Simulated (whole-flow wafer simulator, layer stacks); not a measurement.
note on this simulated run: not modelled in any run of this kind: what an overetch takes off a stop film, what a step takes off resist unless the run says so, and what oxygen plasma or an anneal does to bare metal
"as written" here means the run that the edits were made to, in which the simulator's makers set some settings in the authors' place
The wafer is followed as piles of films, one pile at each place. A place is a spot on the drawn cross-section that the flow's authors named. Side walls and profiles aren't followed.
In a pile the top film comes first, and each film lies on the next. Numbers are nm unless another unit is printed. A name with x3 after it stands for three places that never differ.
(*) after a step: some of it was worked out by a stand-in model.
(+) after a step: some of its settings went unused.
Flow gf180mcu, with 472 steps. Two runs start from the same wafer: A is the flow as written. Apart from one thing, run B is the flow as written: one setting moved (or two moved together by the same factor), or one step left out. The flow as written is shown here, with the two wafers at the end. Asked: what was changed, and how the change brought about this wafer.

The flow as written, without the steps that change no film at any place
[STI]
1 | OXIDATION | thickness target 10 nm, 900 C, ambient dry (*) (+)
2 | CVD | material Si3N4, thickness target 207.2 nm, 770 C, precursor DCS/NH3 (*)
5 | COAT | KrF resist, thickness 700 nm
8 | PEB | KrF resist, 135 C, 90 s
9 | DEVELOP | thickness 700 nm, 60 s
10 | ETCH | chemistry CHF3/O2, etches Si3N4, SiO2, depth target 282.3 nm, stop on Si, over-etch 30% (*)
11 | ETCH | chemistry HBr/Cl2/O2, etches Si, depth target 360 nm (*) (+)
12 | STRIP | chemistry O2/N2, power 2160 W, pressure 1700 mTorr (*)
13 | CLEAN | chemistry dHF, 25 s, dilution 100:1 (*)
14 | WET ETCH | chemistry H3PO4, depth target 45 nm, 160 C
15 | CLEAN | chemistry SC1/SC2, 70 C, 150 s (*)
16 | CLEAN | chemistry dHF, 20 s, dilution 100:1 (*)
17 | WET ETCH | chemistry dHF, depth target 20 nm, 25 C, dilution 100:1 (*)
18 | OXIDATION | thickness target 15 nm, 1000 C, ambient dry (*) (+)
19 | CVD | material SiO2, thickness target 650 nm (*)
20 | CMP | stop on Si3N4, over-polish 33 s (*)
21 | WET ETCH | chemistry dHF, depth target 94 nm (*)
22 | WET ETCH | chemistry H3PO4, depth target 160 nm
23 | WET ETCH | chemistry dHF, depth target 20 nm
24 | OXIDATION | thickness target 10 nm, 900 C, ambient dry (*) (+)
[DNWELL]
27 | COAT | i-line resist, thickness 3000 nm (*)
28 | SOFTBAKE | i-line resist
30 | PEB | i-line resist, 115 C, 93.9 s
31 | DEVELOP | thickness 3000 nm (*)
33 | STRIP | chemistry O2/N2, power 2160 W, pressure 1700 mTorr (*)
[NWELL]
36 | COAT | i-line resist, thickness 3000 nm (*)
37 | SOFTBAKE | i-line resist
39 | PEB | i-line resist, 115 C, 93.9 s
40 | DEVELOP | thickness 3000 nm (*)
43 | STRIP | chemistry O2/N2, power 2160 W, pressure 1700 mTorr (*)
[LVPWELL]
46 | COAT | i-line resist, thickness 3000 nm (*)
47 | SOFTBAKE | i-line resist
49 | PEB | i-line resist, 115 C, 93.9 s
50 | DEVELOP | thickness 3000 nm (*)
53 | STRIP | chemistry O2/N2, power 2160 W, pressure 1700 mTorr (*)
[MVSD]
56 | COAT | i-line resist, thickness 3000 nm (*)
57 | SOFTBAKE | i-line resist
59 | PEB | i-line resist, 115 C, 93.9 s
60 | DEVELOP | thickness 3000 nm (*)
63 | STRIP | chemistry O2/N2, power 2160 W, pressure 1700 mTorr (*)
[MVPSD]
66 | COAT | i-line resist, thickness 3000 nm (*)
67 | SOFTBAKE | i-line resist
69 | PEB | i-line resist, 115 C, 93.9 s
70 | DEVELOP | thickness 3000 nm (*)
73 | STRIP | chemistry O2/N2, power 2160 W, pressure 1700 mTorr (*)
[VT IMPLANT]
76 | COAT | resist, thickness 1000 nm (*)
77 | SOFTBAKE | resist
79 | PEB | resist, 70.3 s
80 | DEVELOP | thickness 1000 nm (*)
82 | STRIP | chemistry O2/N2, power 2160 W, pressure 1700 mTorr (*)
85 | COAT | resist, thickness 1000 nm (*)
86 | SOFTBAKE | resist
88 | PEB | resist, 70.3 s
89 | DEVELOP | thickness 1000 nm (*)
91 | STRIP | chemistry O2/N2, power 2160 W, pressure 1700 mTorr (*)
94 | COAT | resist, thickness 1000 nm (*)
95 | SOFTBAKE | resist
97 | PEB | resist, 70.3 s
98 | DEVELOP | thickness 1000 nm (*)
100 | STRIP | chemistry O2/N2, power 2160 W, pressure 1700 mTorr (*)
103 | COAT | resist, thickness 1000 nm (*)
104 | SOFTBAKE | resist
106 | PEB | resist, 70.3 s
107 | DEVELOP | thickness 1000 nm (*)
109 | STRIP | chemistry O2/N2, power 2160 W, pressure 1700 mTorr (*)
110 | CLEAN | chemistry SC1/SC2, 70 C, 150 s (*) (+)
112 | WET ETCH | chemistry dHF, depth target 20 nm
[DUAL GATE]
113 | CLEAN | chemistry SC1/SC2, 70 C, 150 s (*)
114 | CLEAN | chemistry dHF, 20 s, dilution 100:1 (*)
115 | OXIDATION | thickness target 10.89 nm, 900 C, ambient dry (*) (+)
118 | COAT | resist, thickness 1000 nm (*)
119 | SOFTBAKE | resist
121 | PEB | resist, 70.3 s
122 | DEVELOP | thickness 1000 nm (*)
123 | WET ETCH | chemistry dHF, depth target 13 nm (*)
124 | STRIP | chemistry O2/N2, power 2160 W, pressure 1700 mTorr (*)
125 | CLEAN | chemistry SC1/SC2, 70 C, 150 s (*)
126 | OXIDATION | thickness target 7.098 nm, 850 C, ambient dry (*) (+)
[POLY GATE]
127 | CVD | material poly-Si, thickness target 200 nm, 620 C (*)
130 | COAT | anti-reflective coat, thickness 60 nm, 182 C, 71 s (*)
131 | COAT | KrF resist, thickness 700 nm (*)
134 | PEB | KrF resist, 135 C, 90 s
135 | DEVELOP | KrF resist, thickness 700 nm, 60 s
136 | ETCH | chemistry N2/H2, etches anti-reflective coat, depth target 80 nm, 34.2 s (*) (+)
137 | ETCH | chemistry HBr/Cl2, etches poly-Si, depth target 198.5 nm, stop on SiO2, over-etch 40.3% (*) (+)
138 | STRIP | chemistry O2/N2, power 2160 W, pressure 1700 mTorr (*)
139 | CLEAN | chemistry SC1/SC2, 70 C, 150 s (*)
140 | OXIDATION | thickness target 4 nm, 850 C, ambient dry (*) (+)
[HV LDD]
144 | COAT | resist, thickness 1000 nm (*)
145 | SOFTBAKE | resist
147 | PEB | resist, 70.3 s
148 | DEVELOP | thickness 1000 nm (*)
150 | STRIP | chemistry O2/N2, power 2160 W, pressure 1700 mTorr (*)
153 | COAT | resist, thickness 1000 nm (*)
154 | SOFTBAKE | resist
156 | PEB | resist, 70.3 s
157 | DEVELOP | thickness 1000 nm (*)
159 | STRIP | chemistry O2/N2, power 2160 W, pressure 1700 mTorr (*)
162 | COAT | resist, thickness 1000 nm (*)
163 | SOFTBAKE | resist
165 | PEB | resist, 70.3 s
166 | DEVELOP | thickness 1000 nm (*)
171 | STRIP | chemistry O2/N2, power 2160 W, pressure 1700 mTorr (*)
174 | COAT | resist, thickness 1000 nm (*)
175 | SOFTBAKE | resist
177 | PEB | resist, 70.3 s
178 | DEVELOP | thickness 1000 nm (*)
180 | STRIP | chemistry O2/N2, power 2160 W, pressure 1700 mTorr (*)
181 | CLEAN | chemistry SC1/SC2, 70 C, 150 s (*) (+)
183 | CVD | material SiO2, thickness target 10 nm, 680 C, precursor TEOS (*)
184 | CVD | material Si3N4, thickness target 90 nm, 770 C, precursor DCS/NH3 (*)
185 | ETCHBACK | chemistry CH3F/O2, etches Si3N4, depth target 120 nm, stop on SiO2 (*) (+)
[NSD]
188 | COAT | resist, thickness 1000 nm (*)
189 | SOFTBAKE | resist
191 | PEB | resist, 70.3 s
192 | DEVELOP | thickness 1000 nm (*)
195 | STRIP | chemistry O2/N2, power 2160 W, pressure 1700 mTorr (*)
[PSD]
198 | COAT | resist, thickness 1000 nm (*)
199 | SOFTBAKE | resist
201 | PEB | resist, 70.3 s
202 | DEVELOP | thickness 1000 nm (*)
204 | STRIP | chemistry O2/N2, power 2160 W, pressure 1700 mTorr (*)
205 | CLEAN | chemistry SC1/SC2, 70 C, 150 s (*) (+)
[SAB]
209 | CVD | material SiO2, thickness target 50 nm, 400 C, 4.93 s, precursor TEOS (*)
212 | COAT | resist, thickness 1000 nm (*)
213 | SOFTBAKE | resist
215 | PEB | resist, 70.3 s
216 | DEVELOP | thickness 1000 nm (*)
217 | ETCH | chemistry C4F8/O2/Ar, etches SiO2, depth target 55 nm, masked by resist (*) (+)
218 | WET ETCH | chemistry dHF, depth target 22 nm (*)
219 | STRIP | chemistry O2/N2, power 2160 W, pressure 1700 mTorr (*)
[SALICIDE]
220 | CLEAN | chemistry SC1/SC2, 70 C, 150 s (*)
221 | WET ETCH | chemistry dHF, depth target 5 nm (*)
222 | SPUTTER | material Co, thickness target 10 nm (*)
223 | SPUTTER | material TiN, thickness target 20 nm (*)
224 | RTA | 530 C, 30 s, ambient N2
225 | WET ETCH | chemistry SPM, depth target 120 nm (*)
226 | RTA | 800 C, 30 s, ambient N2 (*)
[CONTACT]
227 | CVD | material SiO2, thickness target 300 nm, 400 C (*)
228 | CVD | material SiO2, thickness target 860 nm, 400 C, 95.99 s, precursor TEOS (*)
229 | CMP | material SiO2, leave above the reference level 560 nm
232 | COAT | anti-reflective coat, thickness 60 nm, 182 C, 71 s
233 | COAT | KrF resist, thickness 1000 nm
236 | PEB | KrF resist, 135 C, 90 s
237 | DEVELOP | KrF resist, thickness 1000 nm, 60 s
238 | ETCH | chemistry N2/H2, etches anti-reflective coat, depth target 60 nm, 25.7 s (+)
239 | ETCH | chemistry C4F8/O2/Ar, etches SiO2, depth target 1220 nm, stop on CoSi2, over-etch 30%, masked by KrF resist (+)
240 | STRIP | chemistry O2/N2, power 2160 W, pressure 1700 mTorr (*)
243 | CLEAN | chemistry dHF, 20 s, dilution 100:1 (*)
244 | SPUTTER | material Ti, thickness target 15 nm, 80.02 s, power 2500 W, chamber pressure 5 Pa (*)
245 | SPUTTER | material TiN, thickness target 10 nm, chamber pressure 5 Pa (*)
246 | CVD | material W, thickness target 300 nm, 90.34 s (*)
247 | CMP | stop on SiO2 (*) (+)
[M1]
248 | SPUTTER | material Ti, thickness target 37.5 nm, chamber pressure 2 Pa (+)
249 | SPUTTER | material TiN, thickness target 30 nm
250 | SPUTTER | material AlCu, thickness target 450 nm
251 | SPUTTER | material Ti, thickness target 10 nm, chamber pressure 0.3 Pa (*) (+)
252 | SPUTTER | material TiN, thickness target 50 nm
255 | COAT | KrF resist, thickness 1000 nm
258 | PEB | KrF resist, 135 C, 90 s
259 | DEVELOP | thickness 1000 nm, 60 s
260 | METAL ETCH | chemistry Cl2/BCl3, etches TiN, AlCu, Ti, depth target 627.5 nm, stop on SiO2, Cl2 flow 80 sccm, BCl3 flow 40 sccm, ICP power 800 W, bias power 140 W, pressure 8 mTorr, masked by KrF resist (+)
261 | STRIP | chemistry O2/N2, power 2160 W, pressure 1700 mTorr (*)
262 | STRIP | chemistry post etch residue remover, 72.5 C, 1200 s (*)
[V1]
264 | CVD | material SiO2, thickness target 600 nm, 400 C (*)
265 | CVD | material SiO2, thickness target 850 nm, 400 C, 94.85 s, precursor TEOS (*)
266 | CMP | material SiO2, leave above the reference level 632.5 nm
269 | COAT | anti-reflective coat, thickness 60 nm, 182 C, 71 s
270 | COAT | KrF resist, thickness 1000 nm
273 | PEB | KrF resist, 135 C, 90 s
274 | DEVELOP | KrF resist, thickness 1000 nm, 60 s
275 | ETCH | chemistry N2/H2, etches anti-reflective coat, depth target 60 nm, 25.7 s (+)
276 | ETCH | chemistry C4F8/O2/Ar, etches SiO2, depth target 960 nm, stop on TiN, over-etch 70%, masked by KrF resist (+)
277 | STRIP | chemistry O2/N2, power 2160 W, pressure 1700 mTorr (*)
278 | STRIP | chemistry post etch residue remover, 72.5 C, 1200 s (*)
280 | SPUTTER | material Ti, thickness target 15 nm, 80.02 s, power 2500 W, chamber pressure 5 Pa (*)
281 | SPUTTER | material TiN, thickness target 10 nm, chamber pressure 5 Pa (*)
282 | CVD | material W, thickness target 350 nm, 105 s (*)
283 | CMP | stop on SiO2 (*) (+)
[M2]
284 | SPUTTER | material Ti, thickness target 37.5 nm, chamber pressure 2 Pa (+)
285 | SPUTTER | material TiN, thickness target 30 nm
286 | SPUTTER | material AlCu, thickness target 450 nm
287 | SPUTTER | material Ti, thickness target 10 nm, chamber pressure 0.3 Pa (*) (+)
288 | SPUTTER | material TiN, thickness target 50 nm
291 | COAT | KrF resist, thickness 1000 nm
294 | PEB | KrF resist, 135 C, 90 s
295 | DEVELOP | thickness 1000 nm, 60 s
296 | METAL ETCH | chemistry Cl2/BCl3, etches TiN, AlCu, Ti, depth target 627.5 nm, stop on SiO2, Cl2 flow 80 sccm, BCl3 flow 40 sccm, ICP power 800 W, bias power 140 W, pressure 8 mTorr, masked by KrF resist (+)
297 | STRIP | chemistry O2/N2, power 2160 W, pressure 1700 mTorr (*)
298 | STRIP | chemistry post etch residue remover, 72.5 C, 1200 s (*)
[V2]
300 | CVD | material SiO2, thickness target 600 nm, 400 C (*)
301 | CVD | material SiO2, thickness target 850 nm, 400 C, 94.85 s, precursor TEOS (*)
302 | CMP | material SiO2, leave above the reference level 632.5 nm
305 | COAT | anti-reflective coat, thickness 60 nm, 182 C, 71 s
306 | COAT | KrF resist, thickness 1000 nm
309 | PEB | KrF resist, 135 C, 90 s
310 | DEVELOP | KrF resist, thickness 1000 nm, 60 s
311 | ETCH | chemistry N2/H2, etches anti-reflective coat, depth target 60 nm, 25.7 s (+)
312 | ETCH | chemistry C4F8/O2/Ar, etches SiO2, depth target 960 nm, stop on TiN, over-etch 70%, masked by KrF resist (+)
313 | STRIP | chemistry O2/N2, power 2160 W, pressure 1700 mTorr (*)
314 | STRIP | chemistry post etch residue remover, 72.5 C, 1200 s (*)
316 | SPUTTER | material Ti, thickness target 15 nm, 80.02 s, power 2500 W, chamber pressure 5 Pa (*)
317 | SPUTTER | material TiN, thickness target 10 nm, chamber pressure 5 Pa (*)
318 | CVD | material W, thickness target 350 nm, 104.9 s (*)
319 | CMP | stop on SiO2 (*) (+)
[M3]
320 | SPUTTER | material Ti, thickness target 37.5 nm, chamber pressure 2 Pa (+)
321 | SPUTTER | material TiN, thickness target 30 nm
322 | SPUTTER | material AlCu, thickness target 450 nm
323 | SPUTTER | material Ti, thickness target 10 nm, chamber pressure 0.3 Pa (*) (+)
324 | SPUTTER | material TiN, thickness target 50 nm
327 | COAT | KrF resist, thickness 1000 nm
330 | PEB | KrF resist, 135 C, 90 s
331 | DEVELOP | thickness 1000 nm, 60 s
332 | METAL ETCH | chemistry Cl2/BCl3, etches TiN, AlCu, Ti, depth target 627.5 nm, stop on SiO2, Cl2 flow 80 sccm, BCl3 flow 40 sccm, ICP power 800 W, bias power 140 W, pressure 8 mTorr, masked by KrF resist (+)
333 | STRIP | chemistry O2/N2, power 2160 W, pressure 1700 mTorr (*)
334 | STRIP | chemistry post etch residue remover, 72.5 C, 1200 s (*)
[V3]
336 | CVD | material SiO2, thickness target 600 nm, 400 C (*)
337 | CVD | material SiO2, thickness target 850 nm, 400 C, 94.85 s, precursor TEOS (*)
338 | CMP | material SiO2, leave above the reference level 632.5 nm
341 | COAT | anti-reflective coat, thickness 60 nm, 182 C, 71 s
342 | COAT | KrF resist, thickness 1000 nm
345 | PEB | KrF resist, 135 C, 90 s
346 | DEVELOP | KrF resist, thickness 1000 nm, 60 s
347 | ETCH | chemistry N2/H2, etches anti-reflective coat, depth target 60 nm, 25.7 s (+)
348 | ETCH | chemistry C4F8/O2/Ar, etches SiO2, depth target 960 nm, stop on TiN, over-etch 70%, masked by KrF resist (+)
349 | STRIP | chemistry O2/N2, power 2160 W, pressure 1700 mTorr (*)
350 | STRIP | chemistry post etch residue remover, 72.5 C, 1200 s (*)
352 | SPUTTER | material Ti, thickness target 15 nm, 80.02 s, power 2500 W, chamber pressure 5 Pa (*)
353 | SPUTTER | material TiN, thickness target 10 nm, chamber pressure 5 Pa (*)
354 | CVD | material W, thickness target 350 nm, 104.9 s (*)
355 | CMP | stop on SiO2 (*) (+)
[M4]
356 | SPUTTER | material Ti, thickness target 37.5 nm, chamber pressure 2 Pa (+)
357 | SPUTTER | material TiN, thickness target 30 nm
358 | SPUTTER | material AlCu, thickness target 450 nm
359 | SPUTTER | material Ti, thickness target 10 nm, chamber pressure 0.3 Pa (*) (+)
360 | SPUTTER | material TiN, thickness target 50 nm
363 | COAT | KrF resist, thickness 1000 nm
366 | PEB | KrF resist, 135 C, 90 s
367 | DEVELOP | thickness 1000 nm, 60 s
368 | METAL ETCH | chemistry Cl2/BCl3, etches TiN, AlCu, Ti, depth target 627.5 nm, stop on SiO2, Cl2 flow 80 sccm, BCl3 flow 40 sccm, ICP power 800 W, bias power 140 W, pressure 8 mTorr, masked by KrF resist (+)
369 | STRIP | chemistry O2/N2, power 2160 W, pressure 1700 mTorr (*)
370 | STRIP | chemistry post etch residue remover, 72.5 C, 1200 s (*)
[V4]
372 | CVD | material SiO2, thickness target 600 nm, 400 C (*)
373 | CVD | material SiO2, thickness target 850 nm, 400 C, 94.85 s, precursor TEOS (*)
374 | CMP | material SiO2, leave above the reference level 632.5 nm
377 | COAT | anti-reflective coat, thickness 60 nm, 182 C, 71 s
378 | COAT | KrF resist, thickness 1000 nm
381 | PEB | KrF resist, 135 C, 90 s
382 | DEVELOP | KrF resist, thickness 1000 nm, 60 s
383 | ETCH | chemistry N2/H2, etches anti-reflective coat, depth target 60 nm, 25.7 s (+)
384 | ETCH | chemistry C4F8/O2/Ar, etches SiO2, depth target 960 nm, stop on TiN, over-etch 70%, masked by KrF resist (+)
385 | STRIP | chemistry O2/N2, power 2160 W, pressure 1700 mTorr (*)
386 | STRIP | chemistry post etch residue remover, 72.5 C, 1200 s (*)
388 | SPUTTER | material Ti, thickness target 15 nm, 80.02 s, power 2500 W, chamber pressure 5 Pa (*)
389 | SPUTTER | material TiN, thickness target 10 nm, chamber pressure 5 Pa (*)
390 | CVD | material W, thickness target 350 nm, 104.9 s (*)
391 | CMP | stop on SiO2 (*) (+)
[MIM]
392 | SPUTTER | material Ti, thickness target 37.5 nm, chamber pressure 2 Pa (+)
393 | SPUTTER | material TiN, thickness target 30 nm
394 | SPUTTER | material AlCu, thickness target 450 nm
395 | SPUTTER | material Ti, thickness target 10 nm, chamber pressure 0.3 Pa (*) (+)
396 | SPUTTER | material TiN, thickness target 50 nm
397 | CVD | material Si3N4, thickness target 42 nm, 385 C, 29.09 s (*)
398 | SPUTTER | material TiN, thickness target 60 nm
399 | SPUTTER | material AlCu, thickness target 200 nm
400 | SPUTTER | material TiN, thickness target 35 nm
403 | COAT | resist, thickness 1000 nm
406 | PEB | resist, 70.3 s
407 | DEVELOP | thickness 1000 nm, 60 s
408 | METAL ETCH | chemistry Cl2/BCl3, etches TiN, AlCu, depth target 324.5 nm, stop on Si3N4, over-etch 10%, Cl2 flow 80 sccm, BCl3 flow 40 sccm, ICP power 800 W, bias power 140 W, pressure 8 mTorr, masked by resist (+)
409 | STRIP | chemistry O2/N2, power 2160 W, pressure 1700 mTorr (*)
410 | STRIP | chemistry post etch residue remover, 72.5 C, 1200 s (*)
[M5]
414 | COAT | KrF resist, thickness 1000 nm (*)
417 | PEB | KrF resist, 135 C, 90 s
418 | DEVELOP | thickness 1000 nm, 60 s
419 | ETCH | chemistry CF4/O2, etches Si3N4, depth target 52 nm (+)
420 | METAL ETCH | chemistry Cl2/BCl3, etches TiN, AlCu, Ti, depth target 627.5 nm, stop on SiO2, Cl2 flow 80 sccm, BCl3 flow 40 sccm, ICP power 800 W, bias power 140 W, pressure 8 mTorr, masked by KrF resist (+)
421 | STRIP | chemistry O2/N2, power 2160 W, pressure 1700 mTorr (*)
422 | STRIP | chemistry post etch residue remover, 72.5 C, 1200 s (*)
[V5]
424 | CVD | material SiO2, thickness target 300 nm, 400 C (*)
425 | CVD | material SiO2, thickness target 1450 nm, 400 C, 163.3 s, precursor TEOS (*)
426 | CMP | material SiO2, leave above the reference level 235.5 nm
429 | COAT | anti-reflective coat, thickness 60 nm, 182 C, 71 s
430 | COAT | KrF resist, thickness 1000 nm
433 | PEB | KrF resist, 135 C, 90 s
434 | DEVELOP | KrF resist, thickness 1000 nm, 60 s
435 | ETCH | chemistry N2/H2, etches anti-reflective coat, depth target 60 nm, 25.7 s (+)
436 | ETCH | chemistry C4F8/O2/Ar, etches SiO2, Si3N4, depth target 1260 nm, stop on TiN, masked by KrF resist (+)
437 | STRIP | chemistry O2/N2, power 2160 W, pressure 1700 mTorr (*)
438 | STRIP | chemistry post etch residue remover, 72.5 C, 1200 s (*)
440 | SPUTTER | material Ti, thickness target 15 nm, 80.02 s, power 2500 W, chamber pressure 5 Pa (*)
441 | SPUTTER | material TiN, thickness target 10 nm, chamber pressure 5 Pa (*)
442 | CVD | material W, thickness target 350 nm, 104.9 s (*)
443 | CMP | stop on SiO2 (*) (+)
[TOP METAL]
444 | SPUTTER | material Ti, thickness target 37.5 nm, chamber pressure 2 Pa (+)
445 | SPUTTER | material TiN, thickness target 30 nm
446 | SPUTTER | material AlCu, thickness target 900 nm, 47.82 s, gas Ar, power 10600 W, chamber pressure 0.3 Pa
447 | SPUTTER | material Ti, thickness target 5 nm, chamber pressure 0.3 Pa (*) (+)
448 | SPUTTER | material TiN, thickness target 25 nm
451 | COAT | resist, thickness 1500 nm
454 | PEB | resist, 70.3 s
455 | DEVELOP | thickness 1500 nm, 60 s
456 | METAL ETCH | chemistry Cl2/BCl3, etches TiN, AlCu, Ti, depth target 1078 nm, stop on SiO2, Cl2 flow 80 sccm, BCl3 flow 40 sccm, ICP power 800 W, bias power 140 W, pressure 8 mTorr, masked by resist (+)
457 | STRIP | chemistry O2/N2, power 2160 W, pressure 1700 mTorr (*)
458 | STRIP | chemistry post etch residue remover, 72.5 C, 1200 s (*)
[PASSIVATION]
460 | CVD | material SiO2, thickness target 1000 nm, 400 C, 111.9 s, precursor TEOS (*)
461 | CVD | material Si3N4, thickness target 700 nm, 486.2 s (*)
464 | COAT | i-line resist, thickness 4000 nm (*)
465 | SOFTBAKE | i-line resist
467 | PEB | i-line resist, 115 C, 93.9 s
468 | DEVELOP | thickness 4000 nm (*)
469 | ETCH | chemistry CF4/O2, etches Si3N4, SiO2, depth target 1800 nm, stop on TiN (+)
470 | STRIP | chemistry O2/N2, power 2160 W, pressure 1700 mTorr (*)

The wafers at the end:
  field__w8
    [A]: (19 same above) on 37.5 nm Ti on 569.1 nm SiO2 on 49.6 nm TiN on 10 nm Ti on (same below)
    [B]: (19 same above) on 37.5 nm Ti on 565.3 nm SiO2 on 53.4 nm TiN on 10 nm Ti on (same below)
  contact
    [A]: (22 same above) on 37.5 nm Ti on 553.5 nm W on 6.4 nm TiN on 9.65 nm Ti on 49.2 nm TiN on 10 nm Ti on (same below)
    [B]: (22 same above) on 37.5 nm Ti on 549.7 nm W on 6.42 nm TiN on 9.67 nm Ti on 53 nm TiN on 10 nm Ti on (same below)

Cause: step 324, SPUTTER: thickness target 53.8 nm was run, whereas the flow has thickness target 50 nm.

Step by step, how the change led to this:
  324 | SPUTTER | material TiN, thickness target 50 nm
      field, field__w1, field__w2 and 108 more: A TiN gains 50 (new film) | B TiN gains 53.8 (new film)
  332 | METAL ETCH | chemistry Cl2/BCl3, etches TiN, AlCu, Ti, depth target 627.5 nm, stop on SiO2, Cl2 flow 80 sccm, BCl3 flow 40 sccm, ICP power 800 W, bias power 140 W, pressure 8 mTorr, masked by KrF resist (+)
      field, field__w1, field__w2 and 103 more: A TiN loses 50 (all of it), Ti loses 10 (all of it), AlCu loses 450 (all of it), TiN loses 30 (all of it), Ti loses 37.5 (all of it) | B TiN loses 53.8 (all of it), Ti loses 10 (all of it), AlCu loses 450 (all of it), TiN loses 30 (all of it), Ti loses 37.5 (all of it)
